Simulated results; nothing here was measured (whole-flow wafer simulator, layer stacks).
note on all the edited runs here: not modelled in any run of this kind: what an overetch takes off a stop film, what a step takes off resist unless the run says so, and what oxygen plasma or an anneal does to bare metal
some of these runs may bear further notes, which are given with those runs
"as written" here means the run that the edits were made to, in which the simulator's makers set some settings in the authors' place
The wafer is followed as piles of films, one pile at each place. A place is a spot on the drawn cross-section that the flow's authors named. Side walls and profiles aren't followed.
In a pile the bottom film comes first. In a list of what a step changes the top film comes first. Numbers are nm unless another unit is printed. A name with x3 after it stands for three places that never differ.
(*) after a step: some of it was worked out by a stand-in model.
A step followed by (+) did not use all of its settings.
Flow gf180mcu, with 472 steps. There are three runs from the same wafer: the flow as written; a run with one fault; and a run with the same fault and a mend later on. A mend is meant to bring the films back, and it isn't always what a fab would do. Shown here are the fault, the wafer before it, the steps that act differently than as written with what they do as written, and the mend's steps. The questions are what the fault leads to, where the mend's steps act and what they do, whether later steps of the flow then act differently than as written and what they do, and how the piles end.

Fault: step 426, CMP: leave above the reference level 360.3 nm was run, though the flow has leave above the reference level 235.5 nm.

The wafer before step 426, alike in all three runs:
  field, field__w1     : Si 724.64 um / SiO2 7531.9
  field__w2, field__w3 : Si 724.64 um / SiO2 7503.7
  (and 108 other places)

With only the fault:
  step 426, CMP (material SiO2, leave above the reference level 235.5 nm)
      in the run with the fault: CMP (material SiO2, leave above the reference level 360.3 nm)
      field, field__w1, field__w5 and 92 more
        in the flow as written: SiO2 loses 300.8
        in the run with the fault: SiO2 loses 176
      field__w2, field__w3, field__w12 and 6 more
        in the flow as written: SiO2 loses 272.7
        in the run with the fault: SiO2 loses 147.9
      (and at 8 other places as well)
  Steps further on in the flow that do not act as written (not shown: 1 more step that differs only slightly, by at most 2% or 0.5 nm, whichever is larger):
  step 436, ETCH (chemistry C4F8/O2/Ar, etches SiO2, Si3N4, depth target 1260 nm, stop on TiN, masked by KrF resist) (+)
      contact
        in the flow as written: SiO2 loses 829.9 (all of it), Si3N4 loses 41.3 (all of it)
        in the run with the fault: SiO2 loses 954.7 (all of it), Si3N4 loses 41.3 (all of it)
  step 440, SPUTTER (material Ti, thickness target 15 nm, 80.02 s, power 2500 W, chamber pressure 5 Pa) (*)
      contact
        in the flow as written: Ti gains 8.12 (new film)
        in the run with the fault: Ti gains 7.56 (new film)
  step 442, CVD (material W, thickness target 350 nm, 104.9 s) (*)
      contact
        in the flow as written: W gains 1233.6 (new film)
        in the run with the fault: W gains 1359.3 (new film)
  The piles end different from the flow's at field__w4, field__w8, contact, m1, m1__w1, mim, mim_1p0, m1_nw by more than 2% or 0.5 nm, whichever is larger.
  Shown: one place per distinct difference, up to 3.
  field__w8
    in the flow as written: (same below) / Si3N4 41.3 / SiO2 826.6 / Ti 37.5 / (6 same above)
    in the run with the fault: (same below) / Si3N4 41.3 / SiO2 951.4 / Ti 37.5 / (6 same above)
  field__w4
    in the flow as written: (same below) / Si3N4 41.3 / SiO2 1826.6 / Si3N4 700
    in the run with the fault: (same below) / Si3N4 41.3 / SiO2 1951.4 / Si3N4 700
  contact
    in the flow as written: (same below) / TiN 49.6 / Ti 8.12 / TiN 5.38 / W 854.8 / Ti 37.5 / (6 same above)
    in the run with the fault: (same below) / TiN 49.6 / Ti 7.56 / TiN 5.01 / W 980.5 / Ti 37.5 / (6 same above)

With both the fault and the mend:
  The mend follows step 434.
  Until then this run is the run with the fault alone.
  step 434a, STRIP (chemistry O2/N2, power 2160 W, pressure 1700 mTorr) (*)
      field, field__w1, field__w2 and 108 more
        KrF resist loses 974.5 (all of it), anti-reflective coat loses 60 (all of it)
      contact
        anti-reflective coat loses 60 (all of it)
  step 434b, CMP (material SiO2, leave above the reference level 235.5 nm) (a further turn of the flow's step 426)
      field, field__w1, field__w2 and 109 more
        SiO2 loses 124.8
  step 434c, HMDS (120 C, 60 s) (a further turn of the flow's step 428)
      leaves every film unchanged at each place that is followed
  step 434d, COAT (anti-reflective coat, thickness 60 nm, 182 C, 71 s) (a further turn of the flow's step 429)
      field, field__w1, field__w2 and 109 more
        anti-reflective coat gains 60 (new film)
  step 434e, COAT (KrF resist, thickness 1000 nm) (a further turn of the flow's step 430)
      field, field__w1, field__w2 and 109 more
        KrF resist gains 1000 (new film)
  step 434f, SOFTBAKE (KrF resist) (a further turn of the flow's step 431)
      leaves every film unchanged at each place that is followed
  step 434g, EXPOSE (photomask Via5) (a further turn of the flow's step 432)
      leaves every film unchanged at each place that is followed
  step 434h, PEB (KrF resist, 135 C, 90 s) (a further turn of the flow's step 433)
      field, field__w1, field__w2 and 109 more
        KrF resist loses 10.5
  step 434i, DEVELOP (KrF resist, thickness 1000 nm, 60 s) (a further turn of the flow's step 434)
      field, field__w1, field__w2 and 108 more
        KrF resist loses 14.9
      contact
        KrF resist loses 989.5 (all of it)
  None of the later steps of the flow acts differently than as written at any place that is followed.
  The piles end the same as the flow's at every place that both follow.
